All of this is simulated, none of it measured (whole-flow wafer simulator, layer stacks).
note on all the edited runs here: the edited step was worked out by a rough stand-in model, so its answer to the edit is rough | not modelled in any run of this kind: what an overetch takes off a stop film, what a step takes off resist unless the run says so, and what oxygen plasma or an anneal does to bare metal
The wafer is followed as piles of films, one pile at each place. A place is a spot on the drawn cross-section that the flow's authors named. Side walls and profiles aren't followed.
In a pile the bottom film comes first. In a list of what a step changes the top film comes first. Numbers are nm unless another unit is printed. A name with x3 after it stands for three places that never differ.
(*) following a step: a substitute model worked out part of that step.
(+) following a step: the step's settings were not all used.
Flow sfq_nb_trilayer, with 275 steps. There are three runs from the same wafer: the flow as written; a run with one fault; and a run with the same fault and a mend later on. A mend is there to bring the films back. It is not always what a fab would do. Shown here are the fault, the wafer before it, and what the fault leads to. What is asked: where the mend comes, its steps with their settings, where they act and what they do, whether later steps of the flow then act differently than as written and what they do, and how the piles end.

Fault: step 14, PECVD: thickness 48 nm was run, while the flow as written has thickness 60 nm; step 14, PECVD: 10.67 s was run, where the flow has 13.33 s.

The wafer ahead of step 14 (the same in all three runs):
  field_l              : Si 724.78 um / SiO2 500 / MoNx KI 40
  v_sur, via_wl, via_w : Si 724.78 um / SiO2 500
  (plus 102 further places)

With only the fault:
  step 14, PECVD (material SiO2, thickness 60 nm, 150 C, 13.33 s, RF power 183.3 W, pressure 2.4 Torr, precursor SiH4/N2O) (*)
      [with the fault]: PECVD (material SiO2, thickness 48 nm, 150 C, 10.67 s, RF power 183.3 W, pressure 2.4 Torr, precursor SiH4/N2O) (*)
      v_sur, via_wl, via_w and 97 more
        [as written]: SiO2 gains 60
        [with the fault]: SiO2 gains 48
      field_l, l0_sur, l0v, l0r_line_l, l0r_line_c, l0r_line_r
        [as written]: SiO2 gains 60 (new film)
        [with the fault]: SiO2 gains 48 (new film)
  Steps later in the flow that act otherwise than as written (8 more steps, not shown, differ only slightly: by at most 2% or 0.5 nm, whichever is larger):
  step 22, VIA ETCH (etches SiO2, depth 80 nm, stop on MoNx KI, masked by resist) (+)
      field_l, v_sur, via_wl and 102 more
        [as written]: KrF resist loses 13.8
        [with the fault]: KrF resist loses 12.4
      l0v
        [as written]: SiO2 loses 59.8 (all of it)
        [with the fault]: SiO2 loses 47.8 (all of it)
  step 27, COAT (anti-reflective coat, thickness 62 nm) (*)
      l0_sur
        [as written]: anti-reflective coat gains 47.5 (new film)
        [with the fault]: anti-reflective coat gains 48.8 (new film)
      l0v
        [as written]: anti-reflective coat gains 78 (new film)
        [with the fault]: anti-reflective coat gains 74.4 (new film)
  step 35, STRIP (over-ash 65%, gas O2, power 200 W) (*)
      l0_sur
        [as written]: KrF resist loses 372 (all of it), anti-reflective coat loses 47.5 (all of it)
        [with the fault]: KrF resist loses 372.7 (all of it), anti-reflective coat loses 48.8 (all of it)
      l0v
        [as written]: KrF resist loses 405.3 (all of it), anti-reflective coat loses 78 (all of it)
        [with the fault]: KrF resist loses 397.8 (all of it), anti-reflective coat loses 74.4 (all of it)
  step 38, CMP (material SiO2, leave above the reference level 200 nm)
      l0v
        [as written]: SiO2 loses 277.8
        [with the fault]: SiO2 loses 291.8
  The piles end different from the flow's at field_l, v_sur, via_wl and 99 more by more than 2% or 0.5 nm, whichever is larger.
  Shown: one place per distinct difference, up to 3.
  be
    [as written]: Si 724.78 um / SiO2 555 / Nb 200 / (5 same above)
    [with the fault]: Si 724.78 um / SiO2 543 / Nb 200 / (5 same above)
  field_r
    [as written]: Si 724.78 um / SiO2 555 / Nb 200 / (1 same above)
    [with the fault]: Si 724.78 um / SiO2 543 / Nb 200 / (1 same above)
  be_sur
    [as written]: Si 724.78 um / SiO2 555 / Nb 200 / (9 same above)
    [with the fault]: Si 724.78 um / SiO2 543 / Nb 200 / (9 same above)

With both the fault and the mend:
  After step 14 comes the mend.
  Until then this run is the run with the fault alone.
  step 14a, PECVD (material SiO2, thickness 12 nm, 150 C, 2.667 s, RF power 183.3 W, pressure 2.4 Torr, precursor SiH4/N2O) (the flow's step 14 again, with other settings)
      field_l, v_sur, via_wl and 103 more
        SiO2 gains 12
  Later steps of the flow that are run all act as written at every place that is followed, up to a difference of at most 2% or 0.5 nm, whichever is larger.
  By the end, the piles equal the flow's at every place that both follow.
